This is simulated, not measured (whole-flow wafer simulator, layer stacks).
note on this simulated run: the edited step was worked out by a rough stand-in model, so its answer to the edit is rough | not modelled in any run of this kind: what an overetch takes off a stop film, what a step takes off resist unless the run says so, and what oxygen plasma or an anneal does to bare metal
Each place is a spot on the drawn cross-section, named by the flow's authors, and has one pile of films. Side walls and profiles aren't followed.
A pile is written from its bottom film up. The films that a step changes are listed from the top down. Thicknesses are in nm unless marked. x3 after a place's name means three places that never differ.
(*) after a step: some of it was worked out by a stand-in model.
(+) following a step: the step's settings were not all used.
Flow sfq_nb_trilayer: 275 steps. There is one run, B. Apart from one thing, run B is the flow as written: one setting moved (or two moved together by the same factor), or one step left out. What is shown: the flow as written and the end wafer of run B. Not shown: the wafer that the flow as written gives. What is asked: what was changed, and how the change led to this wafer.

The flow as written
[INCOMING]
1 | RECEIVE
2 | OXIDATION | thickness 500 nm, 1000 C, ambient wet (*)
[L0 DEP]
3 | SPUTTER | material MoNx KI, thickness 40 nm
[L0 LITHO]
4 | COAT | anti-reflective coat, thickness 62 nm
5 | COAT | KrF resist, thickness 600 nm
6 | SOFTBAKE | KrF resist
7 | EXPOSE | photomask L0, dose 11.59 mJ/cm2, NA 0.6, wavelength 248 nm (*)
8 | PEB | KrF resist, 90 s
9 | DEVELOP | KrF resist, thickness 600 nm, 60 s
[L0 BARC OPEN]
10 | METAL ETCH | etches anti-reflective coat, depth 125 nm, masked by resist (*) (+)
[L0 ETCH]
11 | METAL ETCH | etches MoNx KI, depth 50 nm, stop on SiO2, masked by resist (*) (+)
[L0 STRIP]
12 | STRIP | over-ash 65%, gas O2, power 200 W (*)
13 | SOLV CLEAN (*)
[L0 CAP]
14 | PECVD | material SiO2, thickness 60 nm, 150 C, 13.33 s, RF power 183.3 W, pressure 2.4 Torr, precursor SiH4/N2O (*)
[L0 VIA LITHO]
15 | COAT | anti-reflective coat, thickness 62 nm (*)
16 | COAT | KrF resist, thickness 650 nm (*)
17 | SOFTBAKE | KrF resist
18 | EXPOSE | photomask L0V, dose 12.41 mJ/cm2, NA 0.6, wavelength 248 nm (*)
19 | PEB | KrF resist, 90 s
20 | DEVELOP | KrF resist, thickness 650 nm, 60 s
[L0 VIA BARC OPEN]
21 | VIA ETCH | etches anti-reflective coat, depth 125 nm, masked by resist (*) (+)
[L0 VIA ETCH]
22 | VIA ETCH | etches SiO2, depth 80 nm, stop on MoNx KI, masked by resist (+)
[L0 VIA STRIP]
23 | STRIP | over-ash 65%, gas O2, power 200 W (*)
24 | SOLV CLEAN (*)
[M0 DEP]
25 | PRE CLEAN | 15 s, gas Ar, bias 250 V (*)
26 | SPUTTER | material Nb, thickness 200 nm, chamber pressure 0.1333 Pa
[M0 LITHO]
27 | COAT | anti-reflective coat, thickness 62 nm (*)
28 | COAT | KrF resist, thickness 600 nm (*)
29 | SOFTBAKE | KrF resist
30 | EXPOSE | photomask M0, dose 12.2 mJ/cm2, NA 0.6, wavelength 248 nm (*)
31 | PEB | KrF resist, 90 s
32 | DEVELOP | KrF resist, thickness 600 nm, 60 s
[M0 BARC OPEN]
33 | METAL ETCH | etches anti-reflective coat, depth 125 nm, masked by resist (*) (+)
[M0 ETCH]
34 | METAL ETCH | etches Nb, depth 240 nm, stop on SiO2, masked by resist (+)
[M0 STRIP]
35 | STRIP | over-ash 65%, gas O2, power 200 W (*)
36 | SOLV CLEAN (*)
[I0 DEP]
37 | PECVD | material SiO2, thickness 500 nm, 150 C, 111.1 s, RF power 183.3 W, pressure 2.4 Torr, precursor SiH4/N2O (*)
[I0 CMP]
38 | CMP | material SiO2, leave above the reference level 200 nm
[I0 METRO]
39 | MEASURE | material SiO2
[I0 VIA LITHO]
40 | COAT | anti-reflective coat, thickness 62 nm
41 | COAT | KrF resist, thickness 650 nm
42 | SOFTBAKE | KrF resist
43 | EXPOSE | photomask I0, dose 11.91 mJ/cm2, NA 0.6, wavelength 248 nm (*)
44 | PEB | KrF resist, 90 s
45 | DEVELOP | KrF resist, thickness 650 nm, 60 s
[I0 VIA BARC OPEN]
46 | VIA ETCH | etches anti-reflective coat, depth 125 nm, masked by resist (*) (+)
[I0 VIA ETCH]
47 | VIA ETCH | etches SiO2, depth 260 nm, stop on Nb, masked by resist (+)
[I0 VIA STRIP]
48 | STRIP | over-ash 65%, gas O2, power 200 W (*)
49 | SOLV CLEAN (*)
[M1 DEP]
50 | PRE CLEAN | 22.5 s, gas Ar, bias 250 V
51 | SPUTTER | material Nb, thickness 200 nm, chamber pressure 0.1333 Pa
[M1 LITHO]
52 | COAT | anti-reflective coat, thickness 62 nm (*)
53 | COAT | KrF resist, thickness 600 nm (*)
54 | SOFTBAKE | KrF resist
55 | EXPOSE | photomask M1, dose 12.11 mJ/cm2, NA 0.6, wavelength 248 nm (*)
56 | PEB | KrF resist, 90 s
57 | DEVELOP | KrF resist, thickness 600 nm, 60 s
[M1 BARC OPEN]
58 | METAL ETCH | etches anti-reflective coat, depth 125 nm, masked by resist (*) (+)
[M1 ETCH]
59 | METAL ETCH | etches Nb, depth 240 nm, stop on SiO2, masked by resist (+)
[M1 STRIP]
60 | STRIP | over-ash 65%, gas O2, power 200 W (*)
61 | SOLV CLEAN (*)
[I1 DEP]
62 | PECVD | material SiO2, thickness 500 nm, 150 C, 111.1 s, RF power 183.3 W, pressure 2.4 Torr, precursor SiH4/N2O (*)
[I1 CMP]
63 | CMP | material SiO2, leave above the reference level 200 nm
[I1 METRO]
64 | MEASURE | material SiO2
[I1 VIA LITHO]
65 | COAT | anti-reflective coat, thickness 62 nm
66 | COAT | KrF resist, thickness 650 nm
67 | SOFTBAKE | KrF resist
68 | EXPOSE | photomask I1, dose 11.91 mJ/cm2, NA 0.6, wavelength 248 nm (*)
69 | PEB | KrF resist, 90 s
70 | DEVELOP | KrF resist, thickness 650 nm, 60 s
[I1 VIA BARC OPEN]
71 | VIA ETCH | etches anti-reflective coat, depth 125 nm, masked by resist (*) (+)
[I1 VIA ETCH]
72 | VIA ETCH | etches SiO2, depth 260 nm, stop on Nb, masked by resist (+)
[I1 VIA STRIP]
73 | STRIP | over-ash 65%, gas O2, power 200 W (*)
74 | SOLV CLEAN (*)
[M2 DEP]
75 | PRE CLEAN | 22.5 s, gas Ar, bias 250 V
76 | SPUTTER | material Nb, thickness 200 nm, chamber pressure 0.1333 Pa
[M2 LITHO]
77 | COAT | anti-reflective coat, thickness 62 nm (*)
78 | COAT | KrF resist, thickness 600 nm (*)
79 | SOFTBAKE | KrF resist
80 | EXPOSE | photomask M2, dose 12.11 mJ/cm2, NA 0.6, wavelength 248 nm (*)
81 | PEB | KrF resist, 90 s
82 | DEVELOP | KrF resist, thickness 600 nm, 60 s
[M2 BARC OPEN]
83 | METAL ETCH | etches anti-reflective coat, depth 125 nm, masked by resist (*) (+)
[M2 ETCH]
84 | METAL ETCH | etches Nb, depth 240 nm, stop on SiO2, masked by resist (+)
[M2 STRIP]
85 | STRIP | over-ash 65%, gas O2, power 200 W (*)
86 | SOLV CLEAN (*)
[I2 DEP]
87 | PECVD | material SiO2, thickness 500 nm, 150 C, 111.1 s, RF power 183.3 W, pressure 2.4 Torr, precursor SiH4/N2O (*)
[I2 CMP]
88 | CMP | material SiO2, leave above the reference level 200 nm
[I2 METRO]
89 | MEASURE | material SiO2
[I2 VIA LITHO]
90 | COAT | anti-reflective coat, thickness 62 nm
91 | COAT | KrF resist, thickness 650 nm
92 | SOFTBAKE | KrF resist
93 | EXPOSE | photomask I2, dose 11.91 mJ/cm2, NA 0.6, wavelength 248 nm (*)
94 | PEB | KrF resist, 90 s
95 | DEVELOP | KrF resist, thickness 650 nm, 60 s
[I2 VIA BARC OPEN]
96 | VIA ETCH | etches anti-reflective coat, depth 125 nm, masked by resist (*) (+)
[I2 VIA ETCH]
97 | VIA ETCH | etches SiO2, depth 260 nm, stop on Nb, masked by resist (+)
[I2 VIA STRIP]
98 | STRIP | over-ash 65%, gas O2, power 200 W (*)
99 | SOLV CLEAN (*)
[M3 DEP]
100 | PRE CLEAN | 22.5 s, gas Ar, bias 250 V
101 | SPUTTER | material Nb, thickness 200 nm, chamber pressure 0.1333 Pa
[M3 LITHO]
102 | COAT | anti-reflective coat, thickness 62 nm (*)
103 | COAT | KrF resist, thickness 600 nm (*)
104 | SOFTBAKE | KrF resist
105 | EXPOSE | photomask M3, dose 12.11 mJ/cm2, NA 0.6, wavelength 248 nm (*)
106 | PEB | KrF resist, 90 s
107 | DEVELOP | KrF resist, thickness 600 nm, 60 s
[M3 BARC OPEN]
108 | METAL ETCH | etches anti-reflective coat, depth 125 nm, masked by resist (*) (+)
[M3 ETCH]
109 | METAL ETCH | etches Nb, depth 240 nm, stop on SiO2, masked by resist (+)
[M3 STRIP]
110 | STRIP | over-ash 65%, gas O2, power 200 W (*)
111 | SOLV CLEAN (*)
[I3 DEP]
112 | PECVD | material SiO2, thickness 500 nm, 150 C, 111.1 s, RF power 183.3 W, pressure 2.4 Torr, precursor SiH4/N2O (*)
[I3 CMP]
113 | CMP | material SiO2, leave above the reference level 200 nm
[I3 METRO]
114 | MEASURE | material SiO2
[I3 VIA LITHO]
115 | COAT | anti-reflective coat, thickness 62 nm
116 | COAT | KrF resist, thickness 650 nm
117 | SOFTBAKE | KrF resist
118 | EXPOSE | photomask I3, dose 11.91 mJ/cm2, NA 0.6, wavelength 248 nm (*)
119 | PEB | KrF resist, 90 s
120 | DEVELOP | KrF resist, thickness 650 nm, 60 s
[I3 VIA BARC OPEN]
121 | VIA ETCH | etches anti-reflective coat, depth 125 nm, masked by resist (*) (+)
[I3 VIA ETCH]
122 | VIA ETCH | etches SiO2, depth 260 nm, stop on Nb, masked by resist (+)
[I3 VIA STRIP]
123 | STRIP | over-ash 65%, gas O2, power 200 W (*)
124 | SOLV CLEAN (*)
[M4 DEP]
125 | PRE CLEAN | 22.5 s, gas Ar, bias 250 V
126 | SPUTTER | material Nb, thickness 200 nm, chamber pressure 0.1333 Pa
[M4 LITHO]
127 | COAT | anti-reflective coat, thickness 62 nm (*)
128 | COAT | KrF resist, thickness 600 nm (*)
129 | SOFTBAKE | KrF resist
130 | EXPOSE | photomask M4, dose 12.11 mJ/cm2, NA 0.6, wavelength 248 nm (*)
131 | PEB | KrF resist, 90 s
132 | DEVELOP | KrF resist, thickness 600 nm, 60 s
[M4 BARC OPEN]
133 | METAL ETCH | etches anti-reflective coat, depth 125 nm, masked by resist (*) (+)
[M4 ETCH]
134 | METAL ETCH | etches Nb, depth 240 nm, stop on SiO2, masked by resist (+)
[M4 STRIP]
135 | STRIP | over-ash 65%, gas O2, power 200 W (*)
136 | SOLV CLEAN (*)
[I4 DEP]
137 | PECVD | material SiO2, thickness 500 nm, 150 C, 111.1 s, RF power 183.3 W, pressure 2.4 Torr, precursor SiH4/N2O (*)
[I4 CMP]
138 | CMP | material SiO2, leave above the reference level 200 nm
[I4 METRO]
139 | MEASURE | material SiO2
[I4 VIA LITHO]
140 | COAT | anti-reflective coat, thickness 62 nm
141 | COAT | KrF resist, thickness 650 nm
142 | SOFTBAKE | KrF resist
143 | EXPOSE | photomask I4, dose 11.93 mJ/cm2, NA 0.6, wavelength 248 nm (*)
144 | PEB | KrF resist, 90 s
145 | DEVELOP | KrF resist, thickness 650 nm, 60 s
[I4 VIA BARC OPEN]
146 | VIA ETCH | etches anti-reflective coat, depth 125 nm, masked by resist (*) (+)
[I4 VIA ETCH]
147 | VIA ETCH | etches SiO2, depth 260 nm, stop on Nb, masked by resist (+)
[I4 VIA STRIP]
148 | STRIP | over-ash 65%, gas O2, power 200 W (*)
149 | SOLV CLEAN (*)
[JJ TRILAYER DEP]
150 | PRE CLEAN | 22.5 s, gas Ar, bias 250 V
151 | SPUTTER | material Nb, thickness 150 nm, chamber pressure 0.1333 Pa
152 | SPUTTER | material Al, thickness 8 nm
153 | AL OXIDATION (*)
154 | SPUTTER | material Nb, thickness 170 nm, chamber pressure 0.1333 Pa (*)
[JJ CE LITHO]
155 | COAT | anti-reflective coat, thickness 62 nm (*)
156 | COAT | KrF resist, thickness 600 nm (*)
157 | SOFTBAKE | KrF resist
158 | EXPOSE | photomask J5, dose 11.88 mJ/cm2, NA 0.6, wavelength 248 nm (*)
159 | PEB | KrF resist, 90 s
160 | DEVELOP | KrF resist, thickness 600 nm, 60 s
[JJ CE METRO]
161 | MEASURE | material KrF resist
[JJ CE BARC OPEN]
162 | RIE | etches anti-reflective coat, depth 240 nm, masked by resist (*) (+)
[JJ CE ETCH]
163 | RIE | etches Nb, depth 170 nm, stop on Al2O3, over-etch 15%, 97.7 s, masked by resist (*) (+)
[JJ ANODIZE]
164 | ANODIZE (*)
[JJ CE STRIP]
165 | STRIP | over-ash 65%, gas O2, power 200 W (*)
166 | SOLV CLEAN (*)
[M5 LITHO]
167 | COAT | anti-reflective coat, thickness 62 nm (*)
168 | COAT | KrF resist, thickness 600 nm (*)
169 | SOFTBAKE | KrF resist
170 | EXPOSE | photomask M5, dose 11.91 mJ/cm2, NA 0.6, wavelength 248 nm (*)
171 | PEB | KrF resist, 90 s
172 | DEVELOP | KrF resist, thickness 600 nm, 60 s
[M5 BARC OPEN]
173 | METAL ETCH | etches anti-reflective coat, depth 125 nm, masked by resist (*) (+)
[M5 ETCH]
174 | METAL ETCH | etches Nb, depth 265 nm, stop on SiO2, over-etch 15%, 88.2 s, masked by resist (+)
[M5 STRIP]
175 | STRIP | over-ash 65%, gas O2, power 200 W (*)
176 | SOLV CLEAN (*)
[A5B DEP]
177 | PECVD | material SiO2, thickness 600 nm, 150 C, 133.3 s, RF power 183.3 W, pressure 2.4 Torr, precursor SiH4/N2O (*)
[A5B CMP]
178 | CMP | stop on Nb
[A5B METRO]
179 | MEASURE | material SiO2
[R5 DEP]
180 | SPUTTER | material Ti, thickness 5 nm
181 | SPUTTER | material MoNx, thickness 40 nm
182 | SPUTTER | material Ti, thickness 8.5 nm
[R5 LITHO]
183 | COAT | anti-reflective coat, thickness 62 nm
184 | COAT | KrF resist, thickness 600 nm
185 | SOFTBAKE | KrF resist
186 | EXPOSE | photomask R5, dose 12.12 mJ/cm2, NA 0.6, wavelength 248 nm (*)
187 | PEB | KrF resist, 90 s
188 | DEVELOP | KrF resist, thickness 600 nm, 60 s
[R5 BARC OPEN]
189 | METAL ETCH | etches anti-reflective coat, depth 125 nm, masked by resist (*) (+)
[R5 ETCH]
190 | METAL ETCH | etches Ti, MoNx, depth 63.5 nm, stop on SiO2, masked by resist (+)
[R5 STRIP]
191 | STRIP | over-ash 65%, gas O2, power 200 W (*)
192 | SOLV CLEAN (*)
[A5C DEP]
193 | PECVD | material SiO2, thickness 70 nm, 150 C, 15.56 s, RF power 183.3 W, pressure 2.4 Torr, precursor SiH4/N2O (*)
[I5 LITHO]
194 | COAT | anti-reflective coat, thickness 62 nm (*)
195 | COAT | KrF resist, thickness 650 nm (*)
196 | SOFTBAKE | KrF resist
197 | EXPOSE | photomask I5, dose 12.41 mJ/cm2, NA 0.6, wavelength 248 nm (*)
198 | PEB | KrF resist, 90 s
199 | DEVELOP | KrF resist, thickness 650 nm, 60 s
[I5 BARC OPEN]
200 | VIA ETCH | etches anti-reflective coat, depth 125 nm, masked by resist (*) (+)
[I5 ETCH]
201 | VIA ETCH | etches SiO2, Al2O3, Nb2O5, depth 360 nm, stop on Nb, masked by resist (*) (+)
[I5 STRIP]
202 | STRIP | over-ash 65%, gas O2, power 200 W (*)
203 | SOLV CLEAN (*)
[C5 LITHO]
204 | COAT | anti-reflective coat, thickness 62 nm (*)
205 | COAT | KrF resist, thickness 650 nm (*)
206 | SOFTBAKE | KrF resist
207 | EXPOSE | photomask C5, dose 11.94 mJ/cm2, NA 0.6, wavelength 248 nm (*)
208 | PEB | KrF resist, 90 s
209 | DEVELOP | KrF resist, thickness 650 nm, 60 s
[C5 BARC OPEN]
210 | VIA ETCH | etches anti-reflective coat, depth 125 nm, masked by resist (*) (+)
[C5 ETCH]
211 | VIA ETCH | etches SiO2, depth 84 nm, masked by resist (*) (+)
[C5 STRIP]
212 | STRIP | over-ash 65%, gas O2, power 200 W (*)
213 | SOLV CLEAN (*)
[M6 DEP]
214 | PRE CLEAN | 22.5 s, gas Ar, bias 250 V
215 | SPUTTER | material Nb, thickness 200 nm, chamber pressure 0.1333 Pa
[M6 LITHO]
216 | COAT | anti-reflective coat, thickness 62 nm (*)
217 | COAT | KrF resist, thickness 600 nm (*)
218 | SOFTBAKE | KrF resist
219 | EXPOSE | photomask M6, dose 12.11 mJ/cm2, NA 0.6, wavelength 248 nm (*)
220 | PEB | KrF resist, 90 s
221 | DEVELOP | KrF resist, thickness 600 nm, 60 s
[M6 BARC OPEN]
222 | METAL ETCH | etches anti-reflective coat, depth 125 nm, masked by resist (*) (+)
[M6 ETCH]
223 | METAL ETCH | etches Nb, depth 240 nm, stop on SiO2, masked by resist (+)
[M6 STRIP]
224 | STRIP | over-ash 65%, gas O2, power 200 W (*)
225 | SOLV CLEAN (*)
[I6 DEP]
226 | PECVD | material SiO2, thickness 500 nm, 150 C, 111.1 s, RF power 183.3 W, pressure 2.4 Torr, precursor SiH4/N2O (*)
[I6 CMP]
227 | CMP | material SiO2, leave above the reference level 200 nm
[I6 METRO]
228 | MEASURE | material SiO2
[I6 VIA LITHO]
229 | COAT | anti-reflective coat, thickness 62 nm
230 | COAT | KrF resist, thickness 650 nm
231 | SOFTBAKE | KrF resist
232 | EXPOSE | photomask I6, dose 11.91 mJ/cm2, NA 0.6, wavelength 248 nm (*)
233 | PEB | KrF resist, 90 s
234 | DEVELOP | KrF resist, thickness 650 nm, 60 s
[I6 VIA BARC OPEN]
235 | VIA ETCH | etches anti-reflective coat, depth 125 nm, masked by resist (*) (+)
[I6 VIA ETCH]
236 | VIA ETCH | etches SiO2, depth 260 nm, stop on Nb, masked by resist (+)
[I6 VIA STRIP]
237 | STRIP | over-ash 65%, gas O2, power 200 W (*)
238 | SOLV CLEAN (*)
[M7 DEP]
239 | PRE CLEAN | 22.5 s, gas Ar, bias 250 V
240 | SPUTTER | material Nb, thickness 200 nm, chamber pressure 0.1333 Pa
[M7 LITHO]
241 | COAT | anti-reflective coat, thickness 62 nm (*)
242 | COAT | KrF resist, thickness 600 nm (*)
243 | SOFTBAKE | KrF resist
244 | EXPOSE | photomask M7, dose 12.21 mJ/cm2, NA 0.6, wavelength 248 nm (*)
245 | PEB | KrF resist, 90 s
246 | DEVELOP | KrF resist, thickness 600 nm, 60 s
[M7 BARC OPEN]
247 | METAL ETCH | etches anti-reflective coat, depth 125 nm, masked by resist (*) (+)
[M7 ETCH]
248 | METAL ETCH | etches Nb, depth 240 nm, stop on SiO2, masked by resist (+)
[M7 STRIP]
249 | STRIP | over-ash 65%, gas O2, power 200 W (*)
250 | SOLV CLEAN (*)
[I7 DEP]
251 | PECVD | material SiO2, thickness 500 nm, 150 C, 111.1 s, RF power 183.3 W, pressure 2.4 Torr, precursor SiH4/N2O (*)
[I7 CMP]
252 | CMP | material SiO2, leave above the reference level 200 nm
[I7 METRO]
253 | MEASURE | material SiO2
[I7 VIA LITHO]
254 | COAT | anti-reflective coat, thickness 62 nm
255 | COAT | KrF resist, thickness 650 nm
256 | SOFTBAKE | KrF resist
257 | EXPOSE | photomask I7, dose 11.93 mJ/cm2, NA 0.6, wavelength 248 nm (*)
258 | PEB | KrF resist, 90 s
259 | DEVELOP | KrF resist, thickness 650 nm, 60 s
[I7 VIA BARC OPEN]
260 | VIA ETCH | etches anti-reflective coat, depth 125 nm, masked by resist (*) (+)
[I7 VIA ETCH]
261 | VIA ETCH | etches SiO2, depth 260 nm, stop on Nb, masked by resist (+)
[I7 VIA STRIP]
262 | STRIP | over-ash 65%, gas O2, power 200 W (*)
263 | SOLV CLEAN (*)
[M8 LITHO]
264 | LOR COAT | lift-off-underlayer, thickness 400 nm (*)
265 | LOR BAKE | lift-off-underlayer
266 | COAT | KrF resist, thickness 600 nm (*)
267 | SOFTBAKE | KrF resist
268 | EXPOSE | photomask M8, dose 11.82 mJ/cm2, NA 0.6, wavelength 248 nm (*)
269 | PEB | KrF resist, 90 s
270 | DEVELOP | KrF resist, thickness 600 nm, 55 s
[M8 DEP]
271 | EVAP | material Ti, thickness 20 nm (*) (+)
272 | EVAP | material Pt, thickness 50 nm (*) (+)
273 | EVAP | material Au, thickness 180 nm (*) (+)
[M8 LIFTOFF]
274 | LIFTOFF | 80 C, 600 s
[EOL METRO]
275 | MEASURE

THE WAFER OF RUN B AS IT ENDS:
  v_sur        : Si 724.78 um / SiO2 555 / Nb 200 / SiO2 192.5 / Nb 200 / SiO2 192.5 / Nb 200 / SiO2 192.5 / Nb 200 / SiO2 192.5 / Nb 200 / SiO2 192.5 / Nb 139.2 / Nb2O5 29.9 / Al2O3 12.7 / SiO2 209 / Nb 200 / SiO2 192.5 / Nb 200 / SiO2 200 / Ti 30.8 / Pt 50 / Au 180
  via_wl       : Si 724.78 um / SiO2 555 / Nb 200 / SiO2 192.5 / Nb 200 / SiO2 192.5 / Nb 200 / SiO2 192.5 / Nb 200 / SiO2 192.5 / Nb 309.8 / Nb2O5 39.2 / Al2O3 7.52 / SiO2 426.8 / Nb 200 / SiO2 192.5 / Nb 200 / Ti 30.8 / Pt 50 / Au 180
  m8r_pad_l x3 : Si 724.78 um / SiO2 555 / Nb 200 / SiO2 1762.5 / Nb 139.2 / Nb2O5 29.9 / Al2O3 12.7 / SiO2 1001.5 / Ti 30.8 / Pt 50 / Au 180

Cause: step 271, EVAP: thickness 30.8 nm was run, while the flow as written has thickness 20 nm.
One can read it off the wafer: v_sur has Ti 30.8, and step 271 as written asks for 20 nm.

How this came from the change, step by step:
  271 | EVAP | material Ti, thickness 20 nm (*) (+)
      field_l, v_sur, via_wl and 103 more: Ti gains 30.8 (new film) (in the flow as written it would be: Ti gains 20 (new film))
  274 | LIFTOFF | 80 C, 600 s
      p4_fl x3, p4_w1 x9, p4_g1 x2 and 60 more: Au loses 180 (all of it), Pt loses 50 (all of it), Ti loses 30.8 (all of it), KrF resist loses 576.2 (all of it), lift-off-underlayer loses 400 (all of it) (in the flow as written it would be: Au loses 180 (all of it), Pt loses 50 (all of it), Ti loses 20 (all of it), KrF resist loses 576.2 (all of it), lift-off-underlayer loses 400 (all of it))
      c5j, ce_r: Au loses 180 (all of it), Pt loses 50 (all of it), Ti loses 30.8 (all of it), KrF resist loses 573.3 (all of it), lift-off-underlayer loses 399.3 (all of it) (in the flow as written it would be: Au loses 180 (all of it), Pt loses 50 (all of it), Ti loses 20 (all of it), KrF resist loses 573.3 (all of it), lift-off-underlayer loses 399.3 (all of it))
      (also at 19 further places)
